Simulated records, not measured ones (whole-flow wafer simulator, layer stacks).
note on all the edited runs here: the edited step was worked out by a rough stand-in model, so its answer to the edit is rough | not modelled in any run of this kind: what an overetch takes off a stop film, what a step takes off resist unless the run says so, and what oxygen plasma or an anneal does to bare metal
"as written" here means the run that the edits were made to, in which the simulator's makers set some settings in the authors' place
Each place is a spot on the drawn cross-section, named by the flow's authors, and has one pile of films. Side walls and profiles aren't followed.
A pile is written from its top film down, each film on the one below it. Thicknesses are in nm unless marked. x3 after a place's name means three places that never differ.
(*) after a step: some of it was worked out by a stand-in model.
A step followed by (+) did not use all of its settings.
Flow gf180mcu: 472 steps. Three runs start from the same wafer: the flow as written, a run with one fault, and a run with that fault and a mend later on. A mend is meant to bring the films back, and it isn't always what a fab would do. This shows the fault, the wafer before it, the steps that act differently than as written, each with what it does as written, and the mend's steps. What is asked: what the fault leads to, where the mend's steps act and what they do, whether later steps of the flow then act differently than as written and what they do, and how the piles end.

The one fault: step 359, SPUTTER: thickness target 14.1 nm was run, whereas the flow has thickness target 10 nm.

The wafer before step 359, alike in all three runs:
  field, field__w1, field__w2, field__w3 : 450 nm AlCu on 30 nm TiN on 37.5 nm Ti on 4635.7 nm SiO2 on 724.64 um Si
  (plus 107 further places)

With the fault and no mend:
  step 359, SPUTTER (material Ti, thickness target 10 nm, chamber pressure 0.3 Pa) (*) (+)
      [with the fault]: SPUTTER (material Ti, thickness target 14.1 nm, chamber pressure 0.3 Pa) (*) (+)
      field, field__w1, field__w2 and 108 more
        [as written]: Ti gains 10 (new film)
        [with the fault]: Ti gains 14.1 (new film)
  Steps later in the flow that act otherwise than as written (not shown: 5 more steps that differ only slightly, by at most 2% or 0.5 nm, whichever is larger):
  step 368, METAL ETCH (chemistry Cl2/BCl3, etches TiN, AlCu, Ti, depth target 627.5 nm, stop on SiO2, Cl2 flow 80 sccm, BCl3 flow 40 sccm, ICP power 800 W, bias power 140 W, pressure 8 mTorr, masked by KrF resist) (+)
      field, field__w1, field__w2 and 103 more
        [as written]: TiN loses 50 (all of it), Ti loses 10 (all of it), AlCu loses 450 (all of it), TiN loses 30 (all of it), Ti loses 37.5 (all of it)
        [with the fault]: TiN loses 50 (all of it), Ti loses 14.1 (all of it), AlCu loses 450 (all of it), TiN loses 30 (all of it), Ti loses 37.5 (all of it)
  The piles end different from the flow's at field__w8, contact, m1, m1__w1, m1_nw by more than 2% or 0.5 nm, whichever is larger.
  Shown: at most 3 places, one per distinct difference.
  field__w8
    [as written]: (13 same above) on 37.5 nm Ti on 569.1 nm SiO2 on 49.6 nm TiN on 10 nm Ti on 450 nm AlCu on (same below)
    [with the fault]: (13 same above) on 37.5 nm Ti on 565 nm SiO2 on 49.6 nm TiN on 14.1 nm Ti on 450 nm AlCu on (same below)
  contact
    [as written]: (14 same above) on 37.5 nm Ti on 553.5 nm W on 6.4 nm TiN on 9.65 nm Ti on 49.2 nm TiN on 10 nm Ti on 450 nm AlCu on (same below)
    [with the fault]: (14 same above) on 37.5 nm Ti on 549.4 nm W on 6.42 nm TiN on 9.68 nm Ti on 49.2 nm TiN on 14.1 nm Ti on 450 nm AlCu on (same below)

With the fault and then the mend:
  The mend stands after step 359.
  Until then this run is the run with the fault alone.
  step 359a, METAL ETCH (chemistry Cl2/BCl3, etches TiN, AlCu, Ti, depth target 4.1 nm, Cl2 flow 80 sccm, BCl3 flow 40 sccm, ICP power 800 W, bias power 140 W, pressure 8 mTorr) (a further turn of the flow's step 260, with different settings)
      field, field__w1, field__w2 and 108 more
        Ti loses 4.1
  Later steps of the flow that are run all act as written at every place that is followed.
  At every place that both follow, the piles at the end match the flow's.
